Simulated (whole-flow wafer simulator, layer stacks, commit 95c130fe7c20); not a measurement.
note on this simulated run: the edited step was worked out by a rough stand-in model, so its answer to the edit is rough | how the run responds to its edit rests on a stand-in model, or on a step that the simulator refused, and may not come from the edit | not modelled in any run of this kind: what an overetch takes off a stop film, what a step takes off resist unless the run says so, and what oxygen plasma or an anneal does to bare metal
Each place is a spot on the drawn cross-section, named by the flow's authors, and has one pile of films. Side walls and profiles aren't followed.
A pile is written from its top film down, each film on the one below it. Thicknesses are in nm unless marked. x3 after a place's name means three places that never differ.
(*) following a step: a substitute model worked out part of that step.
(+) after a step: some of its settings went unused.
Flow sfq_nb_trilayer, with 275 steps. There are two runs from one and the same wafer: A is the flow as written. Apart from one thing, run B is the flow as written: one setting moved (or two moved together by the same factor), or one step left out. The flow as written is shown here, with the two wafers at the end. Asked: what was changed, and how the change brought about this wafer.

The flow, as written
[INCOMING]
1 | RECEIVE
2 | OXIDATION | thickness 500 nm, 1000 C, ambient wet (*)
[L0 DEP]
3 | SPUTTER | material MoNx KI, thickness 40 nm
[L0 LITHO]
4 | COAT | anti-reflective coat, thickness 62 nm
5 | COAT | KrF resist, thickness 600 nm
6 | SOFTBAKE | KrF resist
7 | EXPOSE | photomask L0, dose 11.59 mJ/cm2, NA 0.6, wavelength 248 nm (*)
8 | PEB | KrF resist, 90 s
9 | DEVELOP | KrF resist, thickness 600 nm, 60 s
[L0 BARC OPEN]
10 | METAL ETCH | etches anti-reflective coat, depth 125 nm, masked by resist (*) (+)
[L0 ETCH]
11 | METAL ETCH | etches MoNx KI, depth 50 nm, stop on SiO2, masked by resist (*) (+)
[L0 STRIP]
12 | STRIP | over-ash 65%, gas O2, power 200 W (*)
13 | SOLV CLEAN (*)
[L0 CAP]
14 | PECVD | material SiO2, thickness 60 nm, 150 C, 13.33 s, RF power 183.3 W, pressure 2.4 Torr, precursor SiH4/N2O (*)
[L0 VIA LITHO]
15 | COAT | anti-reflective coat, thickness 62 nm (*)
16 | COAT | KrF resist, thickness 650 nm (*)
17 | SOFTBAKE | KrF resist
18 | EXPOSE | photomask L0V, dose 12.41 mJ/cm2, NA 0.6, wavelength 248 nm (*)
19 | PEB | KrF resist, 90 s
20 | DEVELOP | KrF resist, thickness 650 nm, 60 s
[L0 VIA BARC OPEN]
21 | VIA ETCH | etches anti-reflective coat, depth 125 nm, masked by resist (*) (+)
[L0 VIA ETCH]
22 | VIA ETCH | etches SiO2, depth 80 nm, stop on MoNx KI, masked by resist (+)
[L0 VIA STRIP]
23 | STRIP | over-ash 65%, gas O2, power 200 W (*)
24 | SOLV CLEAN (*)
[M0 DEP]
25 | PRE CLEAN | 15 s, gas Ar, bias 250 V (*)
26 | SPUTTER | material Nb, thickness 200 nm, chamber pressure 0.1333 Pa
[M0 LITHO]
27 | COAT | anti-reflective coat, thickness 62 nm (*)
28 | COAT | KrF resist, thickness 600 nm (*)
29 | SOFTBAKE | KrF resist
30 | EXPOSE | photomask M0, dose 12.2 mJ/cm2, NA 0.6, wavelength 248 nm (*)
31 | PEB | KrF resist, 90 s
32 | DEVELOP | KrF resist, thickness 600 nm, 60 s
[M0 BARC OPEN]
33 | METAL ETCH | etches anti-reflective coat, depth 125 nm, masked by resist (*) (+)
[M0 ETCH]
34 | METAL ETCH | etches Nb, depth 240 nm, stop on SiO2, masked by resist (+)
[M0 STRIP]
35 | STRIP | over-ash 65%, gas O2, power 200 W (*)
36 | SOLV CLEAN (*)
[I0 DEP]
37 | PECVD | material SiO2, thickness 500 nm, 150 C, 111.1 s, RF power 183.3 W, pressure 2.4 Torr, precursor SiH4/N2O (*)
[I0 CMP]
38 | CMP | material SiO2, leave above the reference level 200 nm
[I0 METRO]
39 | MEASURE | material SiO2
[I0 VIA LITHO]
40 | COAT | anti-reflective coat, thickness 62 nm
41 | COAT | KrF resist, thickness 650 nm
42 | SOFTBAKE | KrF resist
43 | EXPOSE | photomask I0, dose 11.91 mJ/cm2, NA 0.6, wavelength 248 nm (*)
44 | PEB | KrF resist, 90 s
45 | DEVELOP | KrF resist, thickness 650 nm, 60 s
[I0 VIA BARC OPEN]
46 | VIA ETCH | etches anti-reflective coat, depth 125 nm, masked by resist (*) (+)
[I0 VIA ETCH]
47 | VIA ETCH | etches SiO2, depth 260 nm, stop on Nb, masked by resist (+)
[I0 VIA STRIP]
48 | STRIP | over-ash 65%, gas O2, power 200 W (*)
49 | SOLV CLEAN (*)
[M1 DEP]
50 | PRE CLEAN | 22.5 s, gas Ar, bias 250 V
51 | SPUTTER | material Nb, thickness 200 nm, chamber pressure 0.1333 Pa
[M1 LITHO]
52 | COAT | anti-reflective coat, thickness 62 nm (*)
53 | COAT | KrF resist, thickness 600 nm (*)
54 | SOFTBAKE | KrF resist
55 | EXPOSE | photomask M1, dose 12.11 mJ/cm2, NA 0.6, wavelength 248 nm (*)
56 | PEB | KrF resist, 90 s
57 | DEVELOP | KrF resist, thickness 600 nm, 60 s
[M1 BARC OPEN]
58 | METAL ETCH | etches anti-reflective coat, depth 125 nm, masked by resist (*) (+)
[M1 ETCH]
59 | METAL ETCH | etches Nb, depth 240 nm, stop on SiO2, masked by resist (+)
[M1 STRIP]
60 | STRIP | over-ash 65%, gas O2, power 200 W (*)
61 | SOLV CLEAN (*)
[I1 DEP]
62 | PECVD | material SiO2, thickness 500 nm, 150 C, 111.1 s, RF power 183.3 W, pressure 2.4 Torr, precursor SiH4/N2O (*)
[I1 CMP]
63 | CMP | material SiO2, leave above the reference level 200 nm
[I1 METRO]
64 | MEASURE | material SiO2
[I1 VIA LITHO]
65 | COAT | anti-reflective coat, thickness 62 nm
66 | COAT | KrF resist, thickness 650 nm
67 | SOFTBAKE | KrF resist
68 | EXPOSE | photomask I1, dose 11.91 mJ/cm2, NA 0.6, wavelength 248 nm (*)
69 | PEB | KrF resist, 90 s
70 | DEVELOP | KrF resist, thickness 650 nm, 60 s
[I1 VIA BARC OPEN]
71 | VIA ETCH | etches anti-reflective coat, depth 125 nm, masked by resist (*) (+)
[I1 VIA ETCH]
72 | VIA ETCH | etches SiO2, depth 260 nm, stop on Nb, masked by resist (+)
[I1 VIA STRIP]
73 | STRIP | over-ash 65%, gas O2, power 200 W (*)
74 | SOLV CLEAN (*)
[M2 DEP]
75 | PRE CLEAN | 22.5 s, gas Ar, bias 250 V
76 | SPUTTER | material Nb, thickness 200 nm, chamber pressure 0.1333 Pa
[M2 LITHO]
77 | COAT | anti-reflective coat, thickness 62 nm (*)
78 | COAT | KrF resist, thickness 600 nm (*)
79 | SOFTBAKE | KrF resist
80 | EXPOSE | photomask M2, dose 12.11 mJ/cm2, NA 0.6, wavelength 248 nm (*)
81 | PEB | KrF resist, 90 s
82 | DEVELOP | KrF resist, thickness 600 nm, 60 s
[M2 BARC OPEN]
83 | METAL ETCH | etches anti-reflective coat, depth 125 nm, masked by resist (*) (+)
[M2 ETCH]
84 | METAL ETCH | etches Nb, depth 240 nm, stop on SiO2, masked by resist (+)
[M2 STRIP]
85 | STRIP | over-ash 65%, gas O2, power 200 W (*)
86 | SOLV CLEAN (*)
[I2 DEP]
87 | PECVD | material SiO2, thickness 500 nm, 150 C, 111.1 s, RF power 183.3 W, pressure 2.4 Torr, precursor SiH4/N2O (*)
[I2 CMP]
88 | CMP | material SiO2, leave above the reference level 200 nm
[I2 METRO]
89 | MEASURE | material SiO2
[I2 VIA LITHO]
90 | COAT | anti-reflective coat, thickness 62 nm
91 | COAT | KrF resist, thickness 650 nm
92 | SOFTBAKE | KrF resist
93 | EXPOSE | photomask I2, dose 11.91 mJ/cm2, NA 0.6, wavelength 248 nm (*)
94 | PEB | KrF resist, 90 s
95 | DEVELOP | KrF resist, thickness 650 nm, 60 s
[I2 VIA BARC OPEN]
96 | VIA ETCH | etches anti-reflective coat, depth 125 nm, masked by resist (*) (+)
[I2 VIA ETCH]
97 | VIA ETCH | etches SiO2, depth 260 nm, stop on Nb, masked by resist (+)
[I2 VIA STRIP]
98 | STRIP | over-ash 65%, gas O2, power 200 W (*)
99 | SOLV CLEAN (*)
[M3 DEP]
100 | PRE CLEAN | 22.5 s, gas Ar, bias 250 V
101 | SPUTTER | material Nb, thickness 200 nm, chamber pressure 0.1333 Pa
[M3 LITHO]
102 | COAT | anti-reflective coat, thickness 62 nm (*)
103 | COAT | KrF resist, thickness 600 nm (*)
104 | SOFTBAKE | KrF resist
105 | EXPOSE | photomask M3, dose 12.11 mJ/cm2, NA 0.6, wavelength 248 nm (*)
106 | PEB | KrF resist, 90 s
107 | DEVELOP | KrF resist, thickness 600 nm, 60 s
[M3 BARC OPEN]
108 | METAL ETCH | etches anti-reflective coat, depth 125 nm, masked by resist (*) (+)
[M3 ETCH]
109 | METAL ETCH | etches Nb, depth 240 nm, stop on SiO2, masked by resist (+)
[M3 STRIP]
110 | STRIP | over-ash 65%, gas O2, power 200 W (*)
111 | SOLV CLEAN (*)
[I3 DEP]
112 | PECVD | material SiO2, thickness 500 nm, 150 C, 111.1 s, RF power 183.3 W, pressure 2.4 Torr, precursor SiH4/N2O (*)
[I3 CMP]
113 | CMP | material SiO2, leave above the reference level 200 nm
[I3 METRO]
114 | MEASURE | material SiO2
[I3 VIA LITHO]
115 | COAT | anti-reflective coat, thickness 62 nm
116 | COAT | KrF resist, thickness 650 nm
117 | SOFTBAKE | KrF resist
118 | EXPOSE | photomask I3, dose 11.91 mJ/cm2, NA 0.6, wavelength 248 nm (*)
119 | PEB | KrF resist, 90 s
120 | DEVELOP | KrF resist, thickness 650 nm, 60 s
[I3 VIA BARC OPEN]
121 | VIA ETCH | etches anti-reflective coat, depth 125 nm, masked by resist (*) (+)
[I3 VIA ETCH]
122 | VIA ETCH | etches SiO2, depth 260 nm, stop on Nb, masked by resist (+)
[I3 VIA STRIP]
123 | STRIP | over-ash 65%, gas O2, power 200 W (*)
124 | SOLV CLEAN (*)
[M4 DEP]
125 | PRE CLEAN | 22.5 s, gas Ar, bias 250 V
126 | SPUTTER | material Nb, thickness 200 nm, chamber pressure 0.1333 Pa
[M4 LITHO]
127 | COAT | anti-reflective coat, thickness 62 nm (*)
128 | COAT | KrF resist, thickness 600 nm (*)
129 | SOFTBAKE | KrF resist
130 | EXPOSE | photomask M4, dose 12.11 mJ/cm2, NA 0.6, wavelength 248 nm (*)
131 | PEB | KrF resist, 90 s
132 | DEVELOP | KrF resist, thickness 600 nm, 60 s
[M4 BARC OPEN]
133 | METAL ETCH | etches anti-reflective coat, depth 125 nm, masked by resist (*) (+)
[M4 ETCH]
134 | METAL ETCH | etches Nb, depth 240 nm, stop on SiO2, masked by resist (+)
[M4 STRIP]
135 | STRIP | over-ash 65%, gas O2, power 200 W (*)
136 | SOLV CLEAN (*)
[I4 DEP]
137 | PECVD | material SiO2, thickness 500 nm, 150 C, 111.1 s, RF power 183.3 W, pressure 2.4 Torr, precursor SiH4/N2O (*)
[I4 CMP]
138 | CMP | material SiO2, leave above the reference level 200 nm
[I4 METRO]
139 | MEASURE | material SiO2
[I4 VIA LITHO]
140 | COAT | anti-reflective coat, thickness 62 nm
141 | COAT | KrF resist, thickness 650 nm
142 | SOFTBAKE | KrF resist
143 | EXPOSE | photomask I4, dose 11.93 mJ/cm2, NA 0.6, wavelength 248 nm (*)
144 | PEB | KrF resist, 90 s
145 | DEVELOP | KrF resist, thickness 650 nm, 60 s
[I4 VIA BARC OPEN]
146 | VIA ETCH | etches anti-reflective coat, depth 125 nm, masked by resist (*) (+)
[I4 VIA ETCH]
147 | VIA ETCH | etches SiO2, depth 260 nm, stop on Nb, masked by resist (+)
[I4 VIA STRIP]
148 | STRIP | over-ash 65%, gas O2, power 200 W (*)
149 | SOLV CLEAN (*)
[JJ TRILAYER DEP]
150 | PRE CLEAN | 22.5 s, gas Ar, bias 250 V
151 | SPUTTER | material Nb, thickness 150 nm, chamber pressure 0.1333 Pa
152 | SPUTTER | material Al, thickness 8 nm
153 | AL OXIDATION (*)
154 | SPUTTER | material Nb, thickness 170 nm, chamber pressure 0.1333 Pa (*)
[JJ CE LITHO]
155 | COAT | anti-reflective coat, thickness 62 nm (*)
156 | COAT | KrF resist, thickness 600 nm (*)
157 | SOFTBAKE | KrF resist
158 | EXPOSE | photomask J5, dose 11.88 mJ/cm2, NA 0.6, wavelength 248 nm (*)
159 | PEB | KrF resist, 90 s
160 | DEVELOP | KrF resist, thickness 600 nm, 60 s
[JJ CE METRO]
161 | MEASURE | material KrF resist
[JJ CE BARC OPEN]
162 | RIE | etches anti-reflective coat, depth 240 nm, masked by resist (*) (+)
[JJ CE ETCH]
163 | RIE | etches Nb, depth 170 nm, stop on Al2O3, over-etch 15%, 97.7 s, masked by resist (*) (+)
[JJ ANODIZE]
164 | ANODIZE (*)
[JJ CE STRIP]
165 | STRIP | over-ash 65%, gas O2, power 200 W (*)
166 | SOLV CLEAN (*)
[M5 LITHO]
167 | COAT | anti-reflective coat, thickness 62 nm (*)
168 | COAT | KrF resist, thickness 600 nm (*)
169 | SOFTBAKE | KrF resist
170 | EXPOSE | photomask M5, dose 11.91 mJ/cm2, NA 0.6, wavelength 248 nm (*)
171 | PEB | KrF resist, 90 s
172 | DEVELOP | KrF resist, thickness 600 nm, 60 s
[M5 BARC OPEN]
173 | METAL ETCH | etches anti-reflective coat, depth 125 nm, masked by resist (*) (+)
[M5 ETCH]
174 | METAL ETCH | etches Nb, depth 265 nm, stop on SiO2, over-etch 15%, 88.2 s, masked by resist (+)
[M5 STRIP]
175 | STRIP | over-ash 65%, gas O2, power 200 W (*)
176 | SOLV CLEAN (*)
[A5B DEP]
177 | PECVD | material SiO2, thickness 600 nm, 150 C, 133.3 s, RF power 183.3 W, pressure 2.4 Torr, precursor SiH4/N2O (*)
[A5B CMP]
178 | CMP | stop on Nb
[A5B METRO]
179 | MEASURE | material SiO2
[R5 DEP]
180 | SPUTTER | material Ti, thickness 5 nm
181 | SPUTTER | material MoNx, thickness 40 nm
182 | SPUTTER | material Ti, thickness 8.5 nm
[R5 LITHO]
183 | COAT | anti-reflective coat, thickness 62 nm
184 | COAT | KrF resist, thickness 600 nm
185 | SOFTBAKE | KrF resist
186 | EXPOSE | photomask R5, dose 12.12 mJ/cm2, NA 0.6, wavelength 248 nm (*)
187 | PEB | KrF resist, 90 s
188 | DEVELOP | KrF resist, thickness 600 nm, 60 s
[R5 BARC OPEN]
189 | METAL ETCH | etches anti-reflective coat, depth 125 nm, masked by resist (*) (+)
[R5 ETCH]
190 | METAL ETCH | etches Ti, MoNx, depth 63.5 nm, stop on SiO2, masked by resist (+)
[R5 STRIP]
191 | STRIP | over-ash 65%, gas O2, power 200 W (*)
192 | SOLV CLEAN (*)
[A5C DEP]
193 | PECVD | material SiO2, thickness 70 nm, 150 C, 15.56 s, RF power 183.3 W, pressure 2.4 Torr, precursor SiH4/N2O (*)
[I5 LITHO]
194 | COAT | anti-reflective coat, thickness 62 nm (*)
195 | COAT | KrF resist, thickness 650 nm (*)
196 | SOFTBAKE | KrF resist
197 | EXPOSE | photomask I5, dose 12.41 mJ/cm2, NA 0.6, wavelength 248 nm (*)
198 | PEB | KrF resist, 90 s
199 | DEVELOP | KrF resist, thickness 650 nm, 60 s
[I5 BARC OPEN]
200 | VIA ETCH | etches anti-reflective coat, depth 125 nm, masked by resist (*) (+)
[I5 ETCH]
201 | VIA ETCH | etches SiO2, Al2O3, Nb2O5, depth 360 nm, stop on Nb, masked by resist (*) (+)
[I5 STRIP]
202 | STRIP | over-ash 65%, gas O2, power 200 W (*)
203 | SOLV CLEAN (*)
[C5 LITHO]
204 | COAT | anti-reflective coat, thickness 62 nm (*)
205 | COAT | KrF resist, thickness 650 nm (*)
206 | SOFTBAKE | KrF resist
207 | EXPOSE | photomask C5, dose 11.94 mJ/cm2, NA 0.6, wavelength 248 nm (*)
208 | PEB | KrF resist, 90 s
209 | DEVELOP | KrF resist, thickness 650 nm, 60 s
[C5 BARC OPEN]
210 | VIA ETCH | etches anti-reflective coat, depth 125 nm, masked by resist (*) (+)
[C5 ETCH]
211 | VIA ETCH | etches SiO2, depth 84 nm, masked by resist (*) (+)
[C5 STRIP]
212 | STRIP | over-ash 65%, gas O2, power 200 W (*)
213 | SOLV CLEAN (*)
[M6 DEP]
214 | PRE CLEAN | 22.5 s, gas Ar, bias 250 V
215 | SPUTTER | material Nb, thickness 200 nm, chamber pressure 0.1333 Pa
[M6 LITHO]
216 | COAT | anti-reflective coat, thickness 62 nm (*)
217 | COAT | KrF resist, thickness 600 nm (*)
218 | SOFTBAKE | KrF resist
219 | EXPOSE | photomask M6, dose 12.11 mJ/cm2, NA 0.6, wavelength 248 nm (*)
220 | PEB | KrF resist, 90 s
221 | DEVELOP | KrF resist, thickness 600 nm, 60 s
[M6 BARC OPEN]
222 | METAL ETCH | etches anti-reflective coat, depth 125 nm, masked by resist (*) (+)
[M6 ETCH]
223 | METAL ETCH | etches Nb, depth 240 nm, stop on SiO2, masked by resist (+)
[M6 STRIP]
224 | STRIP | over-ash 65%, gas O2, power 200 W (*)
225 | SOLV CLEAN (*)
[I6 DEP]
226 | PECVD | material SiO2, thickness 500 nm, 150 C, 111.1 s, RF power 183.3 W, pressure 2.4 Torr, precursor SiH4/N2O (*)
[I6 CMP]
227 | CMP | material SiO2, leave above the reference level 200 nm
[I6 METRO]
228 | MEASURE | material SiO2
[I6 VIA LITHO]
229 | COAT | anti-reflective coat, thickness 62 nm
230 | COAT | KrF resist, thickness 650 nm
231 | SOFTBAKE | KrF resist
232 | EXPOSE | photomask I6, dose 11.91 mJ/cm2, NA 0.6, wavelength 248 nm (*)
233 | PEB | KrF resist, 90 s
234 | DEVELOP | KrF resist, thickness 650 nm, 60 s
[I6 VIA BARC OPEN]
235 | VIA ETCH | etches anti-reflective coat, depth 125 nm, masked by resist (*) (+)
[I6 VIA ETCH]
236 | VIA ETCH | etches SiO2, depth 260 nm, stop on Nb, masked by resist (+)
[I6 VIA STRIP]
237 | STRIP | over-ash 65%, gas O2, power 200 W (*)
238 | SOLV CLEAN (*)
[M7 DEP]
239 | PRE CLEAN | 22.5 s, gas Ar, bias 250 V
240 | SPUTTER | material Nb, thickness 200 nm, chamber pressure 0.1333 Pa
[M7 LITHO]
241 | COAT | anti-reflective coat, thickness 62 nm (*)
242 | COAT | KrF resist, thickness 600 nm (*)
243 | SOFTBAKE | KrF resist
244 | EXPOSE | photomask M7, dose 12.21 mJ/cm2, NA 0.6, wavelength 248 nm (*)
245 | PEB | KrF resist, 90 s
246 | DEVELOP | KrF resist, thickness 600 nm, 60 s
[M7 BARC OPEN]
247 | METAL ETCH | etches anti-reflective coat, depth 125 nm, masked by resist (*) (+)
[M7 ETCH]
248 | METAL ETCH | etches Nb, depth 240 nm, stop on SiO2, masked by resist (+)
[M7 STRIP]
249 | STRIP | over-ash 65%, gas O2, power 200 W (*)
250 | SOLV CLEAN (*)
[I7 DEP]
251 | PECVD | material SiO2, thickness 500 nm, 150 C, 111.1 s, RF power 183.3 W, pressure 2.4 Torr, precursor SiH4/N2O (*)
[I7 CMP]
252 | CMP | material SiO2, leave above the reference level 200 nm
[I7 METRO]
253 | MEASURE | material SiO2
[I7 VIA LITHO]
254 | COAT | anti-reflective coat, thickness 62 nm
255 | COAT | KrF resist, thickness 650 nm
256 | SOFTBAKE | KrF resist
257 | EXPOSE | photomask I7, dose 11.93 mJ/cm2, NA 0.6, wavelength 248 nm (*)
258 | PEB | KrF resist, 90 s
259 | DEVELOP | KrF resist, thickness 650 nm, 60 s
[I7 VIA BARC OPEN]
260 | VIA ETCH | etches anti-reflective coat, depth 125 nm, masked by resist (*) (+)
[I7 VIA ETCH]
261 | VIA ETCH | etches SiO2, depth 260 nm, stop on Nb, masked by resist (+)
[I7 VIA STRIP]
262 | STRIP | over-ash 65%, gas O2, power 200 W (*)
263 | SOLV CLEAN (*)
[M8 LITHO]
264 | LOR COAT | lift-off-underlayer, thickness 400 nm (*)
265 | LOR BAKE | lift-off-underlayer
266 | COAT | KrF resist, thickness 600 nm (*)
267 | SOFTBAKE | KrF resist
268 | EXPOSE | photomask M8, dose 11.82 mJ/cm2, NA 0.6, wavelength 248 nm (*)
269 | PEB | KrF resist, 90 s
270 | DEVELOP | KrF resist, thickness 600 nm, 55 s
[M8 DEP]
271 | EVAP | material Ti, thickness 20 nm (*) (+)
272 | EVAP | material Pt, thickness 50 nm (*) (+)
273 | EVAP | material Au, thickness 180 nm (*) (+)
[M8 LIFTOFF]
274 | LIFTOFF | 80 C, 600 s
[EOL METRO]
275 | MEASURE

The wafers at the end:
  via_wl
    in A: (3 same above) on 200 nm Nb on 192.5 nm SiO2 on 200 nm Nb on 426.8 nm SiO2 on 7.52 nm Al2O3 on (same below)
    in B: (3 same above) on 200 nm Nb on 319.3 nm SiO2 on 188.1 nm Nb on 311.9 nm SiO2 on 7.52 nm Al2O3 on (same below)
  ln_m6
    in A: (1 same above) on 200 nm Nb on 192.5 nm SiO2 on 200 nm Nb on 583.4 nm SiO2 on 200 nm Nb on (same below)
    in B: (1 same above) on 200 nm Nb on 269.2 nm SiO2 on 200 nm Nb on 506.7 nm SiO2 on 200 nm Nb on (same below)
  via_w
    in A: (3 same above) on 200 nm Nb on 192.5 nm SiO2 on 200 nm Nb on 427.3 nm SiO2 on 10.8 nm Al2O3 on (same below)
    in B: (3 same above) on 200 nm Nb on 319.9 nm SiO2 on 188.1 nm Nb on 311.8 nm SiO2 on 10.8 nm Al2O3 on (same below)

The reason: step 177, PECVD: thickness 264 nm was run, while the flow as written has thickness 600 nm; step 177, PECVD: 58.67 s was run, where the flow has 133.3 s.

The path from the change to this, step by step:
  177 | PECVD | material SiO2, thickness 600 nm, 150 C, 133.3 s, RF power 183.3 W, pressure 2.4 Torr, precursor SiH4/N2O (*)
      v_sur, via_sp, via_v and 47 more: A SiO2 gains 600 (new film) | B SiO2 gains 264 (new film)
      field_l, p4_fl, p4_fm and 39 more: A SiO2 gains 600 | B SiO2 gains 264
      (also at 14 further places)
  178 | CMP | stop on Nb
      field_l, p4_fl, p4_fm and 39 more: A SiO2 loses 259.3 | B nothing
      r_sur, res, r_end, moat, field_r, lsp_l: A SiO2 loses 252.3 | B nothing
      (also at 58 further places)
  180 | SPUTTER | material Ti, thickness 5 nm
      via_wl, via_wr: A Ti gains 5 (new film) | B Ti gains 3.83 (new film)
  181 | SPUTTER | material MoNx, thickness 40 nm
      via_wl, via_wr: A MoNx gains 40 (new film) | B MoNx gains 31.3 (new film)
      r_sur: A MoNx gains 40 (new film) | B MoNx gains 37.1 (new film)
      (also at 1 further place)
  182 | SPUTTER | material Ti, thickness 8.5 nm
      via_wl, via_wr: A Ti gains 8.5 (new film) | B Ti gains 6.4 (new film)
      r_sur: A Ti gains 8.5 (new film) | B Ti gains 7.78 (new film)
  183 | COAT | anti-reflective coat, thickness 62 nm
      be, gap, jj_sur: A anti-reflective coat gains 62 (new film) | B anti-reflective coat gains 57.4 (new film)
      wl_a_m6, wl_c_m6, wl_d_m1: A anti-reflective coat gains 62 (new film) | B anti-reflective coat gains 64 (new film)
      (also at 55 further places)
  184 | COAT | KrF resist, thickness 600 nm
      ln_m5, wl_b_m5: A KrF resist gains 600 (new film) | B KrF resist gains 559 (new film)
      wl_a_sl, wl_a_m6: A KrF resist gains 600 (new film) | B KrF resist gains 613.5 (new film)
      (also at 28 further places)
  188 | DEVELOP | KrF resist, thickness 600 nm, 60 s
      ln_m5, wl_b_m5: A KrF resist loses 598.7 (all of it) | B KrF resist loses 557.8 (all of it)
      wl_a_sl, wl_a_m6: A KrF resist loses 598.7 (all of it) | B KrF resist loses 612.2 (all of it)
      (also at 26 further places)
  189 | METAL ETCH | etches anti-reflective coat, depth 125 nm, masked by resist (*) (+)
      via_wl, via_wr: A anti-reflective coat loses 62 (all of it) | B anti-reflective coat loses 125
      be_r, r_sur, res, r_end, r5r_line_l, r5r_line_c, r5r_line_r: A KrF resist loses 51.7 | B KrF resist loses 69.4
      (also at 55 further places)
  190 | METAL ETCH | etches Ti, MoNx, depth 63.5 nm, stop on SiO2, masked by resist (+)
      via_wl: A Ti loses 8.5 (all of it), MoNx loses 40 (all of it), Ti loses 5 (all of it) | B anti-reflective coat loses 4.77 (all of it), Ti loses 6.4 (all of it), MoNx loses 31.3 (all of it), Ti loses 3.83 (all of it)
      via_wr: A Ti loses 8.5 (all of it), MoNx loses 40 (all of it), Ti loses 5 (all of it) | B anti-reflective coat loses 5.29 (all of it), Ti loses 6.4 (all of it), MoNx loses 31.3 (all of it), Ti loses 3.83 (all of it)
      (also at 1 further place)
  191 | STRIP | over-ash 65%, gas O2, power 200 W (*)
      r5r_line_l, r5r_line_c, r5r_line_r: A KrF resist loses 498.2 (all of it), anti-reflective coat loses 62 (all of it) | B KrF resist loses 480.4 (all of it), anti-reflective coat loses 62 (all of it)
      be_r: A KrF resist loses 498.2 (all of it), anti-reflective coat loses 62 (all of it) | B KrF resist loses 454.6 (all of it), anti-reflective coat loses 52.5 (all of it)
      (also at 3 further places)
  193 | PECVD | material SiO2, thickness 70 nm, 150 C, 15.56 s, RF power 183.3 W, pressure 2.4 Torr, precursor SiH4/N2O (*)
      via_wl, via_w, via_wr: A SiO2 gains 70 | B SiO2 gains 68.6
  194 | COAT | anti-reflective coat, thickness 62 nm (*)
      wl_c_m6, wl_d_m1, wl_d_sr: A anti-reflective coat gains 62 (new film) | B anti-reflective coat gains 64.1 (new film)
      be_sur, gap: A anti-reflective coat gains 62.4 (new film) | B anti-reflective coat gains 58 (new film)
      (also at 57 further places)
  195 | COAT | KrF resist, thickness 650 nm (*)
      m5r_line_l, m5r_line_r: A KrF resist gains 650 (new film) | B KrF resist gains 624.1 (new film)
      m5r_space_l, m5r_space_r: A KrF resist gains 650 (new film) | B KrF resist gains 669.1 (new film)
      (also at 29 further places)
  199 | DEVELOP | KrF resist, thickness 650 nm, 60 s
      be: A KrF resist loses 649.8 (all of it) | B KrF resist loses 632.2 (all of it)
  200 | VIA ETCH | etches anti-reflective coat, depth 125 nm, masked by resist (*) (+)
      field_l, v_sur, via_wl and 102 more: A KrF resist loses 52 | B KrF resist loses 48.2
      be: A anti-reflective coat loses 62.4 (all of it), SiO2 loses 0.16 | B anti-reflective coat loses 57.9 (all of it), SiO2 loses 0.14
  ... 14 further steps ...
  227 | CMP | material SiO2, leave above the reference level 200 nm
      field_l, p4_fl, p4_fm and 35 more: A SiO2 loses 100 | B SiO2 loses 23.3
      ln_m6, wl_a_m6, wl_c_m6, wl_f_m6: A SiO2 loses 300 | B SiO2 loses 223.3
      (also at 15 further places)
